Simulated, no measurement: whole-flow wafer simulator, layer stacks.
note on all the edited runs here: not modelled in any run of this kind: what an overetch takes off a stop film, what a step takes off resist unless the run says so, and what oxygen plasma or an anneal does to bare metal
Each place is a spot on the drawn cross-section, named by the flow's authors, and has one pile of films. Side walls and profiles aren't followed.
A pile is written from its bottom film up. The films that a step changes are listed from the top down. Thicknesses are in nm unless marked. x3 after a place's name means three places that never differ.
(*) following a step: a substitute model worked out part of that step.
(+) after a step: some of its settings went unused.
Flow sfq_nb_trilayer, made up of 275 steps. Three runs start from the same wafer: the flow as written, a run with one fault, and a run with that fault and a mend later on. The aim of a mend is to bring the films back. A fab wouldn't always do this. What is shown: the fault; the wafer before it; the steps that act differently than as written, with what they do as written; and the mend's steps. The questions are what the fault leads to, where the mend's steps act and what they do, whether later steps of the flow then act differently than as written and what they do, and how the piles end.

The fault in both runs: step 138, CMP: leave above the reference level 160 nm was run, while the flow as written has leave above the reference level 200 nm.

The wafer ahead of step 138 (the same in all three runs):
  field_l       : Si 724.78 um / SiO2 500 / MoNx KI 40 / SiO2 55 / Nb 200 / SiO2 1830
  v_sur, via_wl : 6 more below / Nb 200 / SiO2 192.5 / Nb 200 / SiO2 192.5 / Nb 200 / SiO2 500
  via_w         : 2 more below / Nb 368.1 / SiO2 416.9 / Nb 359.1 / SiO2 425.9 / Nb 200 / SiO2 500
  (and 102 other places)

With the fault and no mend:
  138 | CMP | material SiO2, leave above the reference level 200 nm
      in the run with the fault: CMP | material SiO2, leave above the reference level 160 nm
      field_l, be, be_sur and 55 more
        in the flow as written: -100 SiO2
        in the run with the fault: -140 SiO2
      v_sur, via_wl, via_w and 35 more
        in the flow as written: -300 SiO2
        in the run with the fault: -340 SiO2
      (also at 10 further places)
  Later steps of the flow acting differently than as written (6 more steps, not shown, differ only slightly: by at most 2% or 0.5 nm, whichever is larger):
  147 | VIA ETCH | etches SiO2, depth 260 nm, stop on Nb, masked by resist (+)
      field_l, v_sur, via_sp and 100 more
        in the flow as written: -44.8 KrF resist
        in the run with the fault: -41.3 KrF resist
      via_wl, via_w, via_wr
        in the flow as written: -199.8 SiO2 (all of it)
        in the run with the fault: -159.8 SiO2 (all of it)
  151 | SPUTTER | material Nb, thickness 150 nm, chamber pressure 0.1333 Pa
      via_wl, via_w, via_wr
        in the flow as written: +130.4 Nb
        in the run with the fault: +135 Nb
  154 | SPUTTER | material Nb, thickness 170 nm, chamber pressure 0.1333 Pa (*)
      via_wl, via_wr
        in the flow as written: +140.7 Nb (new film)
        in the run with the fault: +147.6 Nb (new film)
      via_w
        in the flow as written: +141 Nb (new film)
        in the run with the fault: +148 Nb (new film)
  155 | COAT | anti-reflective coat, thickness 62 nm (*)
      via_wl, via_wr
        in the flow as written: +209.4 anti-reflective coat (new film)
        in the run with the fault: +171.2 anti-reflective coat (new film)
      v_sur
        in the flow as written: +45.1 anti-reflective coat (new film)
        in the run with the fault: +46.9 anti-reflective coat (new film)
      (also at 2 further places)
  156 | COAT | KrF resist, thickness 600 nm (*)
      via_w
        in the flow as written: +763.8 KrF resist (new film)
        in the run with the fault: +725.8 KrF resist (new film)
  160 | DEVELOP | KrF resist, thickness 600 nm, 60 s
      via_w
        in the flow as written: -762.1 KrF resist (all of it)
        in the run with the fault: -724.2 KrF resist (all of it)
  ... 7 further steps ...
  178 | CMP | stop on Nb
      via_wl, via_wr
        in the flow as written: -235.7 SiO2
        in the run with the fault: -280.3 SiO2
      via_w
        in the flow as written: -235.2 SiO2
        in the run with the fault: -279.8 SiO2
  At v_sur, via_wl, via_w and 74 more, the piles at the end differ from the flow's by more than 2% or 0.5 nm, whichever is larger.
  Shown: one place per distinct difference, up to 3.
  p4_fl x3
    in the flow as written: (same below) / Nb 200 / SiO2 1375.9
    in the run with the fault: (same below) / Nb 200 / SiO2 1335.9
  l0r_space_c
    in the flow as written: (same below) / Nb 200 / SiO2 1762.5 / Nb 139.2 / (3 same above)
    in the run with the fault: (same below) / Nb 200 / SiO2 1722.5 / Nb 139.2 / (3 same above)
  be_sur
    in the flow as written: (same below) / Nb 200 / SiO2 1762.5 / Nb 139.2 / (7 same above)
    in the run with the fault: (same below) / Nb 200 / SiO2 1722.5 / Nb 139.2 / (7 same above)

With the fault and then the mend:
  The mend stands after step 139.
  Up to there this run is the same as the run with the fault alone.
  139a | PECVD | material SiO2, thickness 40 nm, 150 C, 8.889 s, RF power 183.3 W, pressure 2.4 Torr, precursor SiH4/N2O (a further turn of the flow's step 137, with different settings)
      field_l, v_sur, via_wl and 103 more
        +40 SiO2
  None of the later steps of the flow acts differently than as written at any place that is followed.
  By the end, the piles equal the flow's at every place that both follow.
